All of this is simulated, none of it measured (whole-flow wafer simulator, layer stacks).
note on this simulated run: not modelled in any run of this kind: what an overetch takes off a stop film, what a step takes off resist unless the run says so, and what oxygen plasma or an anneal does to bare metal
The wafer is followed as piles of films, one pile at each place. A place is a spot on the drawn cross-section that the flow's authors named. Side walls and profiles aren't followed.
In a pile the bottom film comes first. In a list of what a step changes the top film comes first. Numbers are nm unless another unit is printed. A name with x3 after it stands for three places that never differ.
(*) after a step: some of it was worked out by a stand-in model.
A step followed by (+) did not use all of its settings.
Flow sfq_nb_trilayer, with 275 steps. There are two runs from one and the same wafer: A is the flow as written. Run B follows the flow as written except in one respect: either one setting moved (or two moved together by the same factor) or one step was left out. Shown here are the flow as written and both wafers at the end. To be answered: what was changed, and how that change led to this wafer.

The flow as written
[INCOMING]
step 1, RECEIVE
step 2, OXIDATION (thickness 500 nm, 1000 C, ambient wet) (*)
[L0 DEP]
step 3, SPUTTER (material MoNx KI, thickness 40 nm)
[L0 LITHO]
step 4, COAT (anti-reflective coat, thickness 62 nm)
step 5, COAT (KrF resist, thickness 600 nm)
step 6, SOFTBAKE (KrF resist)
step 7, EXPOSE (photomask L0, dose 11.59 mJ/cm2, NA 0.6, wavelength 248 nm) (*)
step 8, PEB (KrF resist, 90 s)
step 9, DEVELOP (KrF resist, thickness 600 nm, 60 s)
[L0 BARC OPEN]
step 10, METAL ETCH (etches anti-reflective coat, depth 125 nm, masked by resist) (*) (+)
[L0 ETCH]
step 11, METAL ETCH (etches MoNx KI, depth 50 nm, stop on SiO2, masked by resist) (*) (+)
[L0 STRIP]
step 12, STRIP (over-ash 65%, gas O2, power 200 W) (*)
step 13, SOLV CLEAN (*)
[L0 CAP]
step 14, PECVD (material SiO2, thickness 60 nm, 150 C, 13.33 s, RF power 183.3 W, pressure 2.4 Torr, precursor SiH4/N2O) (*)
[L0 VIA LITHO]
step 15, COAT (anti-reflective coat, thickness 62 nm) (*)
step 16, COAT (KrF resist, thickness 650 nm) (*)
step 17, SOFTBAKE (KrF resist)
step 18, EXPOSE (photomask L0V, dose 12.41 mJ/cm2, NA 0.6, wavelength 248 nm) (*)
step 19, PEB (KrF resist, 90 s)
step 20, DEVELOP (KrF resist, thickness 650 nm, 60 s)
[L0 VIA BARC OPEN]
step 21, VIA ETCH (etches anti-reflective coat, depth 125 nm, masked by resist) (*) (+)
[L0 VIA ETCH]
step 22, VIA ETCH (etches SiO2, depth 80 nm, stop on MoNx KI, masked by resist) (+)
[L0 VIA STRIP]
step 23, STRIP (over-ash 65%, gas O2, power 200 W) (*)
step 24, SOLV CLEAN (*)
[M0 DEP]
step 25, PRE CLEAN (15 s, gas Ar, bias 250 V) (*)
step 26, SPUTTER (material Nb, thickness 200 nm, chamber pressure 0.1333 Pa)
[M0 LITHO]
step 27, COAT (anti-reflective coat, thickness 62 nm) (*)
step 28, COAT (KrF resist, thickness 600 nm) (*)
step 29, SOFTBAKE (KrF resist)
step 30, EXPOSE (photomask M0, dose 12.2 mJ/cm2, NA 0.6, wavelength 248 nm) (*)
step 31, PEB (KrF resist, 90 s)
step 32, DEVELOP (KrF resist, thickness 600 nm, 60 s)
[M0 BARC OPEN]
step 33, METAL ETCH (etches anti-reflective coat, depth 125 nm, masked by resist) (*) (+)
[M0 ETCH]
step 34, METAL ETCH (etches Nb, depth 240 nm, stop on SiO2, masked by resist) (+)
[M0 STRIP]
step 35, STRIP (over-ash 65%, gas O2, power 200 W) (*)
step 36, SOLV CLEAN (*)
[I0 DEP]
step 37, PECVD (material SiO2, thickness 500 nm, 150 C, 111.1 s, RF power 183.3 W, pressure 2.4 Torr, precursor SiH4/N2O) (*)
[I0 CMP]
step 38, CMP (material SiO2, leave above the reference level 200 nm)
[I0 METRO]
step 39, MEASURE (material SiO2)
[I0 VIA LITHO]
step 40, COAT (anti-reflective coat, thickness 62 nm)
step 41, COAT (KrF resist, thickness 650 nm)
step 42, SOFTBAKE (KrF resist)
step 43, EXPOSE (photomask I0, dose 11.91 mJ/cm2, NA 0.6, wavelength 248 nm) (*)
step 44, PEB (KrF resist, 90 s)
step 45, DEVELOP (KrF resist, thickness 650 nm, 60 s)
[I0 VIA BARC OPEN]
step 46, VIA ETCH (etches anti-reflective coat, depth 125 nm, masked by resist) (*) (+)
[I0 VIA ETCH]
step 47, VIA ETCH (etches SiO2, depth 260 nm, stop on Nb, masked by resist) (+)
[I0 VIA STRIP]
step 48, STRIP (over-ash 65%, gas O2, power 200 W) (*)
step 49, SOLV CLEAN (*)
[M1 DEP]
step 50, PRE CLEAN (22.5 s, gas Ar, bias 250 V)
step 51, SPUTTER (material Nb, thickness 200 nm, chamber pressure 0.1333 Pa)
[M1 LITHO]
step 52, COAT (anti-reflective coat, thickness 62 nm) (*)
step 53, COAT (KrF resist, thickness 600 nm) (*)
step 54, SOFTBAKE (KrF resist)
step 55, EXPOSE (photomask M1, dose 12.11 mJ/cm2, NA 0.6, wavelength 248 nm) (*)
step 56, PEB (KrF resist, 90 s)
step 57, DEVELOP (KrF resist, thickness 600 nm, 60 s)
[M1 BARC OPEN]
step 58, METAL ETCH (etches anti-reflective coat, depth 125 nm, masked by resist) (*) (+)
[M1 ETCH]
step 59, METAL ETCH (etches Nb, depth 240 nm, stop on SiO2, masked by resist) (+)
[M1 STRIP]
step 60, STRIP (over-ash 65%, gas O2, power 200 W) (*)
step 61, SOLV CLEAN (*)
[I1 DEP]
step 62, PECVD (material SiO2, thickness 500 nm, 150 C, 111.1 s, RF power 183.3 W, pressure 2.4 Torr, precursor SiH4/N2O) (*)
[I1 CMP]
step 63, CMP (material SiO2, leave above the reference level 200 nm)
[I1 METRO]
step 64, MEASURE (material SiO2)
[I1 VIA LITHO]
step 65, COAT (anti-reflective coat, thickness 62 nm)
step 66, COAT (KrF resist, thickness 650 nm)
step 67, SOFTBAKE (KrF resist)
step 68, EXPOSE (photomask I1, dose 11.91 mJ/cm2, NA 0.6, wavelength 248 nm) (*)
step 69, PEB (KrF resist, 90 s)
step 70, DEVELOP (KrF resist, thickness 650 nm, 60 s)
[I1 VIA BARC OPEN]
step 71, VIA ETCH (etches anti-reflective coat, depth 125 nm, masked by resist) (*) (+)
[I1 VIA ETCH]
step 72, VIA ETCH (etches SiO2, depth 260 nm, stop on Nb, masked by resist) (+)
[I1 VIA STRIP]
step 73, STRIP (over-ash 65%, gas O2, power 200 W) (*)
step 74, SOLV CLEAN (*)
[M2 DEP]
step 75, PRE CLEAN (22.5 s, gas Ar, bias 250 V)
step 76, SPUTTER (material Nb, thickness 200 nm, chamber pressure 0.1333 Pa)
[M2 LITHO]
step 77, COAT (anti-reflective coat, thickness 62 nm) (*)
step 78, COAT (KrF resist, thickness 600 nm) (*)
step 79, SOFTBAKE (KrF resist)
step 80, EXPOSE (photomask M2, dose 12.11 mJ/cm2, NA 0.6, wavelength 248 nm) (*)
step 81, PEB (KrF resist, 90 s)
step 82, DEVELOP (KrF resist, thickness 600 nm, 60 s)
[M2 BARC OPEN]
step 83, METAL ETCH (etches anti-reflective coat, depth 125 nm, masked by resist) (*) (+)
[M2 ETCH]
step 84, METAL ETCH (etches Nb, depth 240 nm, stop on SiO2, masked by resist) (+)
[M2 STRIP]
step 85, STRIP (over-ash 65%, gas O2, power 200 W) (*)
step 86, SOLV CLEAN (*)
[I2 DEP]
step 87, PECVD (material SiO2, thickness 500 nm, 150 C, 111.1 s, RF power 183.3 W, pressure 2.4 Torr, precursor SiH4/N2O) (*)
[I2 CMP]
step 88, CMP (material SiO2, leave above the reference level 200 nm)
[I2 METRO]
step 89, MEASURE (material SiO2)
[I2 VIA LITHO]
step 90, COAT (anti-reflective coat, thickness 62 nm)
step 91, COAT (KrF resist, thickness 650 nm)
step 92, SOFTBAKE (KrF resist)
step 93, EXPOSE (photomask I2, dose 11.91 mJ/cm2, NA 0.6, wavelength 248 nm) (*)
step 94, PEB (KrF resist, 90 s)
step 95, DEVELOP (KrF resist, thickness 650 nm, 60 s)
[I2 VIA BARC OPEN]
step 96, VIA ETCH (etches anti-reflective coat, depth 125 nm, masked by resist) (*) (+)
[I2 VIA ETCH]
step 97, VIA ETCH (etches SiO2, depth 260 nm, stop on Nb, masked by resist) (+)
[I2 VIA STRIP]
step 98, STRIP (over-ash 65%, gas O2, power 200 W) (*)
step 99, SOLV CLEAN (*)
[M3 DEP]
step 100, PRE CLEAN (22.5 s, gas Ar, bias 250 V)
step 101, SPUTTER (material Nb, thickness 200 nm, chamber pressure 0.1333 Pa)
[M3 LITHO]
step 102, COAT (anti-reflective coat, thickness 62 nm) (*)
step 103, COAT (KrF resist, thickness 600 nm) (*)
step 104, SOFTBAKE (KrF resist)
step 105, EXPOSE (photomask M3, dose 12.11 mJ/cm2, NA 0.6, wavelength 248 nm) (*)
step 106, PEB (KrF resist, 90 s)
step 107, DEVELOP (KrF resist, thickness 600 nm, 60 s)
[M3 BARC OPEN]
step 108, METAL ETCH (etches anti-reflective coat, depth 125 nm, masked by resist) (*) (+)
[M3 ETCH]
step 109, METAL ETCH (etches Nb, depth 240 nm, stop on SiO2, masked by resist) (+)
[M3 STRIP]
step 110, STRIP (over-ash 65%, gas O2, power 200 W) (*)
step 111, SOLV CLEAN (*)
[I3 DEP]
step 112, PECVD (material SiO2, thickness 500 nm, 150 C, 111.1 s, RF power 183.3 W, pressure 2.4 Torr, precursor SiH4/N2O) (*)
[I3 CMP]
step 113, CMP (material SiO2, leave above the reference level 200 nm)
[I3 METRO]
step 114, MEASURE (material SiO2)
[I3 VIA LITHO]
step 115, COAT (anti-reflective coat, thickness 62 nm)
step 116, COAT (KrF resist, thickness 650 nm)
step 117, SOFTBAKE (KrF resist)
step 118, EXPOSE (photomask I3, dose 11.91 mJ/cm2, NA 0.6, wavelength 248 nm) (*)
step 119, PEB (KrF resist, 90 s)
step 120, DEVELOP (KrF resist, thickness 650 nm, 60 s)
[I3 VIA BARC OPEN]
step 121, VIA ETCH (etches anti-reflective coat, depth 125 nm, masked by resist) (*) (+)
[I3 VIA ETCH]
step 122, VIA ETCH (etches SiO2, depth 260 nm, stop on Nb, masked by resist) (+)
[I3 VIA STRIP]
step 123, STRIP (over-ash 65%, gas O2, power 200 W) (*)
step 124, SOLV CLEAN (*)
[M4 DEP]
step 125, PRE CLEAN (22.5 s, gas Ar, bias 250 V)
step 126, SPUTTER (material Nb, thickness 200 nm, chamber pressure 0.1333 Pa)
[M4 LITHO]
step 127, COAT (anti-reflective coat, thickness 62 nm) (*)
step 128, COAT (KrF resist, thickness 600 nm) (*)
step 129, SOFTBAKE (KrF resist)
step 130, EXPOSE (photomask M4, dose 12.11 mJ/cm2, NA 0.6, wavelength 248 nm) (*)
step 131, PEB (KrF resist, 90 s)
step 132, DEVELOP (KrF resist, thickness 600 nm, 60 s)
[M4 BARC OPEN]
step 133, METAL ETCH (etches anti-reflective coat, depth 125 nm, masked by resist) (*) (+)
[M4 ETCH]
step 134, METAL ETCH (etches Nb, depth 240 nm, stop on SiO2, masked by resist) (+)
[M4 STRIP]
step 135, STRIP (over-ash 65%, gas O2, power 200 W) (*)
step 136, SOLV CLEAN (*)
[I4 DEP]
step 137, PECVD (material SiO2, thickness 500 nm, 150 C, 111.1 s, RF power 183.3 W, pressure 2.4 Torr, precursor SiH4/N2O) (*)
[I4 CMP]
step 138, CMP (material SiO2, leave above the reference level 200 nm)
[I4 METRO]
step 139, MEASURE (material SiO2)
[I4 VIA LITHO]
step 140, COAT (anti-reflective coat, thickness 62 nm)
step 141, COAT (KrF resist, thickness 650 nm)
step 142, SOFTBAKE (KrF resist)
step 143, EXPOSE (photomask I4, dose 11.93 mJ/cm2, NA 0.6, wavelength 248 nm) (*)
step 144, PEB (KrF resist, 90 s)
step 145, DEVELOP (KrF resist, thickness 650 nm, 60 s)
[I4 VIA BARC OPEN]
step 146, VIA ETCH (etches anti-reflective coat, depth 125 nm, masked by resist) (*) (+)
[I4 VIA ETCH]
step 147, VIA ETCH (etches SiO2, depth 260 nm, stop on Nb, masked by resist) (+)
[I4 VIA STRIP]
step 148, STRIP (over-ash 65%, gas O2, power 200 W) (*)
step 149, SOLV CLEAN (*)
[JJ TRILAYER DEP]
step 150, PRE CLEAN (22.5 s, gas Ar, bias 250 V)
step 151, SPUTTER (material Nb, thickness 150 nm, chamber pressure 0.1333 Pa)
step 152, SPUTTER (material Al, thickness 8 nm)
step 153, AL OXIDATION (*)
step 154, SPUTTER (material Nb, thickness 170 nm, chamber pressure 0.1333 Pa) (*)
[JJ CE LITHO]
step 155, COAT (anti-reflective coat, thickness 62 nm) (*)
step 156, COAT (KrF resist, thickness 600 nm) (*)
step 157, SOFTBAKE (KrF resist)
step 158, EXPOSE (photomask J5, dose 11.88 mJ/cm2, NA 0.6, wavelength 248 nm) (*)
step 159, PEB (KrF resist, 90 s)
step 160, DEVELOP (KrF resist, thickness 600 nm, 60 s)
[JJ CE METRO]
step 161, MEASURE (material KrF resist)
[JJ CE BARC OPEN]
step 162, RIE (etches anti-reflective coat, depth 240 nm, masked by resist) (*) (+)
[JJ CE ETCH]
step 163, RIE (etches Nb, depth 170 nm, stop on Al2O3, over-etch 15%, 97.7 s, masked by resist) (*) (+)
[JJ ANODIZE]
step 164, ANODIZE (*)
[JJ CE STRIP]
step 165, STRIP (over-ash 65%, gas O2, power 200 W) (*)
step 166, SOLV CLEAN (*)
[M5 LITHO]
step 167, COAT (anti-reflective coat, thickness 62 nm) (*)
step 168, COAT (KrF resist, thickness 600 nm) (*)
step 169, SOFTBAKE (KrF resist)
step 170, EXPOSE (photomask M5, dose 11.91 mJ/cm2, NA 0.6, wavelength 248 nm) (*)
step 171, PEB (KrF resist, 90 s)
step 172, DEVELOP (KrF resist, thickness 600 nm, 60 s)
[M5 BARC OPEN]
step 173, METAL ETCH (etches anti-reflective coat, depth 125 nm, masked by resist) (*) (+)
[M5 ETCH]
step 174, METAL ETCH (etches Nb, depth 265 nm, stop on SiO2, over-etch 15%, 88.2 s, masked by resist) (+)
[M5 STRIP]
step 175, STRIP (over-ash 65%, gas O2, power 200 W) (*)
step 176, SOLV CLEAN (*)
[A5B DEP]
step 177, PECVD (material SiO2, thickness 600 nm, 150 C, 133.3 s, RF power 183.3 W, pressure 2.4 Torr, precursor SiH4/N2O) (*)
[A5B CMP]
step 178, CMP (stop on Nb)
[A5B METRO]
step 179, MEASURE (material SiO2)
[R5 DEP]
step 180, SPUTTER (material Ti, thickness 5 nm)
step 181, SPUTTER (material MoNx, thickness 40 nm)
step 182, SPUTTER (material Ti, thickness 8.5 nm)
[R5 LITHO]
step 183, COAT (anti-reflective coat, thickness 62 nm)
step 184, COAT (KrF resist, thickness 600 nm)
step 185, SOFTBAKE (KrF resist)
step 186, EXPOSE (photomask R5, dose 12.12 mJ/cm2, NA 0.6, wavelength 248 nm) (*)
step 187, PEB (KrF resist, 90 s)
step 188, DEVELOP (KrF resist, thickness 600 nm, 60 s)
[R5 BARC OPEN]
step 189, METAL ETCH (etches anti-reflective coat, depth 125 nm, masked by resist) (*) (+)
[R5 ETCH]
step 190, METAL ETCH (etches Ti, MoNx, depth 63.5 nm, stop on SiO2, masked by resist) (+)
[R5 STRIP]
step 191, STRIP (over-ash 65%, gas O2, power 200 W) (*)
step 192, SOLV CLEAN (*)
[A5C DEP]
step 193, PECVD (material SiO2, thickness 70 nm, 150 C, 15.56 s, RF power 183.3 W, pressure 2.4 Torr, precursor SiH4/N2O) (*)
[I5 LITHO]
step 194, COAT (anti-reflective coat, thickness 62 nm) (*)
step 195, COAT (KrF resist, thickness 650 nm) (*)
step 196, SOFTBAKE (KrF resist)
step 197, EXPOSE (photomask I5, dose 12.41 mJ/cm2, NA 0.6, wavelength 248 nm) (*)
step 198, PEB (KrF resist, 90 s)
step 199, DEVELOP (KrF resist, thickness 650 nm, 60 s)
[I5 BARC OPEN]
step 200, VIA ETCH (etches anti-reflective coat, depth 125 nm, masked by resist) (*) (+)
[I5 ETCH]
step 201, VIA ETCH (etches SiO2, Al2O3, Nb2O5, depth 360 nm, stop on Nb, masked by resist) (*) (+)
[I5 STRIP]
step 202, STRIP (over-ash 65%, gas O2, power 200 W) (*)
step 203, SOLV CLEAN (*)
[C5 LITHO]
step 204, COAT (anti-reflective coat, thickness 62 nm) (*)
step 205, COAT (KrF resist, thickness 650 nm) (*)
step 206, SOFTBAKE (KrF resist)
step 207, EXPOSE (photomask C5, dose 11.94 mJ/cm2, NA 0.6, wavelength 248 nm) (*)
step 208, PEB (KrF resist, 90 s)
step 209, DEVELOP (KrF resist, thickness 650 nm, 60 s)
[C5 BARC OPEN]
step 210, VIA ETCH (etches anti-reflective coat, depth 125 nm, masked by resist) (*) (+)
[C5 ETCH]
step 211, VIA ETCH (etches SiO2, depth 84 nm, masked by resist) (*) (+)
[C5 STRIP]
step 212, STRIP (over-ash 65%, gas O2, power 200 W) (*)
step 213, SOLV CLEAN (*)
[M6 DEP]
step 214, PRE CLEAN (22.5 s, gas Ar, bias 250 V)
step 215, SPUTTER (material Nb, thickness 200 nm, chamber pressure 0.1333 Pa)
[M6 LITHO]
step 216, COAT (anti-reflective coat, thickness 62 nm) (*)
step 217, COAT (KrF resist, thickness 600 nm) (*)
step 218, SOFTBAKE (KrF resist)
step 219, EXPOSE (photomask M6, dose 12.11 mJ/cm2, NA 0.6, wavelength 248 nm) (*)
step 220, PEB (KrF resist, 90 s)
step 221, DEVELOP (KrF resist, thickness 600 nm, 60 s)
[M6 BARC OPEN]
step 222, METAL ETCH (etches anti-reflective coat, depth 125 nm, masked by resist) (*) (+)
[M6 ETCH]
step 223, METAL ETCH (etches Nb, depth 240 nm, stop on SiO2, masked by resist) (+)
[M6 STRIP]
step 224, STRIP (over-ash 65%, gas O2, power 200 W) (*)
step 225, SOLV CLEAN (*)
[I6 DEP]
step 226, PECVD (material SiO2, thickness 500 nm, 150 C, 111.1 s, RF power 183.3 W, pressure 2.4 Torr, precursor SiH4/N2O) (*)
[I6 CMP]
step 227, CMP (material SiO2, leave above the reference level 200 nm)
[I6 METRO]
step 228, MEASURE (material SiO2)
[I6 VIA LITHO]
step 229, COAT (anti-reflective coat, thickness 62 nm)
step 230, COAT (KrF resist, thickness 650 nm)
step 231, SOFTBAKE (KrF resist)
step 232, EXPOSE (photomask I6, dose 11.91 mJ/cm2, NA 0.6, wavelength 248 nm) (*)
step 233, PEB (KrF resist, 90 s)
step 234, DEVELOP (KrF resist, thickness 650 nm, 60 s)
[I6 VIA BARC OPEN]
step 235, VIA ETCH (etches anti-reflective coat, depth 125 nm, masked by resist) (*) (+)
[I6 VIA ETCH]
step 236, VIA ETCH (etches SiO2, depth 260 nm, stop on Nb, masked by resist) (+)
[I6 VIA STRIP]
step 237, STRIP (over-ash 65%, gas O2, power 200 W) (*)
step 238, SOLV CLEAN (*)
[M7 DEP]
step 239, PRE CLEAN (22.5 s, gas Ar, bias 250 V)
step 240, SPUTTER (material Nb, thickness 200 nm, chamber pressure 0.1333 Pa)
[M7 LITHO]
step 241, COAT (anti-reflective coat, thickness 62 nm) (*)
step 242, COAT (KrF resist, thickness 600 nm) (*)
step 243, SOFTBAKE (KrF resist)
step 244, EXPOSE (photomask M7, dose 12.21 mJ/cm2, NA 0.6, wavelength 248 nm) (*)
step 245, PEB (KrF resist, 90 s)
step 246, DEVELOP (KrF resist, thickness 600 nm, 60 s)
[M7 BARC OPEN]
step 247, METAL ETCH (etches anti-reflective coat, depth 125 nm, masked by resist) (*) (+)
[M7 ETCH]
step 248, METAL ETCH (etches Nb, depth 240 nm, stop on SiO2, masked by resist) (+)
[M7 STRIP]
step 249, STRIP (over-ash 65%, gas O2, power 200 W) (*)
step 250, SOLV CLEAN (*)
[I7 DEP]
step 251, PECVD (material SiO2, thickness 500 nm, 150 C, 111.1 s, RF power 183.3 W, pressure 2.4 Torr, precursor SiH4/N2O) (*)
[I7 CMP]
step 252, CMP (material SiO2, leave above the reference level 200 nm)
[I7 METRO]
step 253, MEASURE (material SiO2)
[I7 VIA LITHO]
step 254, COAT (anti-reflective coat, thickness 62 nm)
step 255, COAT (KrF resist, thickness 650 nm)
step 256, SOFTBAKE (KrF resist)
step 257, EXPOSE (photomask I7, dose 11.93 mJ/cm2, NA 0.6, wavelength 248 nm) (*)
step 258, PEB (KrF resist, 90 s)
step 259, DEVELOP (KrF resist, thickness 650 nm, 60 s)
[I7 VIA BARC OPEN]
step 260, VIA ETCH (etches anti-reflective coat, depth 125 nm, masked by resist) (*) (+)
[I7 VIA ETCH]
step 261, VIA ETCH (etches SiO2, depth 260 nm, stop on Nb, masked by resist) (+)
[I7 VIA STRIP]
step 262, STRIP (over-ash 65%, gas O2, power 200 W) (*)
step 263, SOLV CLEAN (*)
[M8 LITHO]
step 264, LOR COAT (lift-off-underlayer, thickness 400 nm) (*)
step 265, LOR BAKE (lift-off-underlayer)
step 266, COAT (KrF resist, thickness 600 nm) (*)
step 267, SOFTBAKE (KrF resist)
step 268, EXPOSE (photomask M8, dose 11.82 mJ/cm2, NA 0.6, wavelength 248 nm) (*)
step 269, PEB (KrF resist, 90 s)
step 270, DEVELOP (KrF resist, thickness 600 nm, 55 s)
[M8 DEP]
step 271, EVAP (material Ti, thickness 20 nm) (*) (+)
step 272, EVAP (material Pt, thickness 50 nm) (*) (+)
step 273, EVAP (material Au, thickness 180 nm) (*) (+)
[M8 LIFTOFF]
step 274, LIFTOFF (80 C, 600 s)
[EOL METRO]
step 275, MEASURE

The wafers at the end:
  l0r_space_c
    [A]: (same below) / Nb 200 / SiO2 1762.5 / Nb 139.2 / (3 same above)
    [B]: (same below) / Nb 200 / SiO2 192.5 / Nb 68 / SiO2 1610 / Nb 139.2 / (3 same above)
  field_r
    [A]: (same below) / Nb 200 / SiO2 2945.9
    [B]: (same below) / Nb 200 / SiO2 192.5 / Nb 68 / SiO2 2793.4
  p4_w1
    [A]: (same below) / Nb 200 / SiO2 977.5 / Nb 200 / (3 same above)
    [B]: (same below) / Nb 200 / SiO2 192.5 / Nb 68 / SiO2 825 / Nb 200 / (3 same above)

The reason: step 51, SPUTTER: thickness 308 nm was run, whereas the flow has thickness 200 nm.

How this came from the change, step by step:
  step 51, SPUTTER (material Nb, thickness 200 nm, chamber pressure 0.1333 Pa)
      field_l, v_sur, via_wl and 102 more: A Nb gains 200 (new film) | B Nb gains 308 (new film)
      via_w: A Nb gains 174.5 | B Nb gains 270.5
  step 59, METAL ETCH (etches Nb, depth 240 nm, stop on SiO2, masked by resist) (+)
      field_l, be, be_sur and 79 more: A Nb loses 200 (all of it) | B Nb loses 240
  step 62, PECVD (material SiO2, thickness 500 nm, 150 C, 111.1 s, RF power 183.3 W, pressure 2.4 Torr, precursor SiH4/N2O) (*)
      field_l, be, be_sur and 72 more: A SiO2 gains 500 | B SiO2 gains 500 (new film)
      lsp_m, ln_m6, lsp_r, l0_sur, l0v: A SiO2 gains 494.9 | B SiO2 gains 493.9 (new film)
      (also at 3 further places)
  step 63, CMP (material SiO2, leave above the reference level 200 nm)
      field_l, be, be_sur and 72 more: A SiO2 loses 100 | B SiO2 loses 60
      lsp_m, ln_m6, lsp_r, l0_sur, l0v: A SiO2 loses 94.9 | B SiO2 loses 53.9
      (also at 1 further place)
If metal films that touch count as one body, l0r_space_c has 3 bodies (between them, from the top down: SiO2 1610; SiO2 192.5); the flow as written gives 2 bodies (between them, from the top down: SiO2 1762.5).
If metal films that touch count as one body, field_r has 2 bodies (between them, from the top down: SiO2 192.5); the flow as written gives 1 body.
If metal films that touch count as one body, p4_w1 has 4 bodies (between them, from the top down: SiO2 192.5; SiO2 825; SiO2 192.5); the flow as written gives 3 bodies (between them, from the top down: SiO2 192.5; SiO2 977.5).
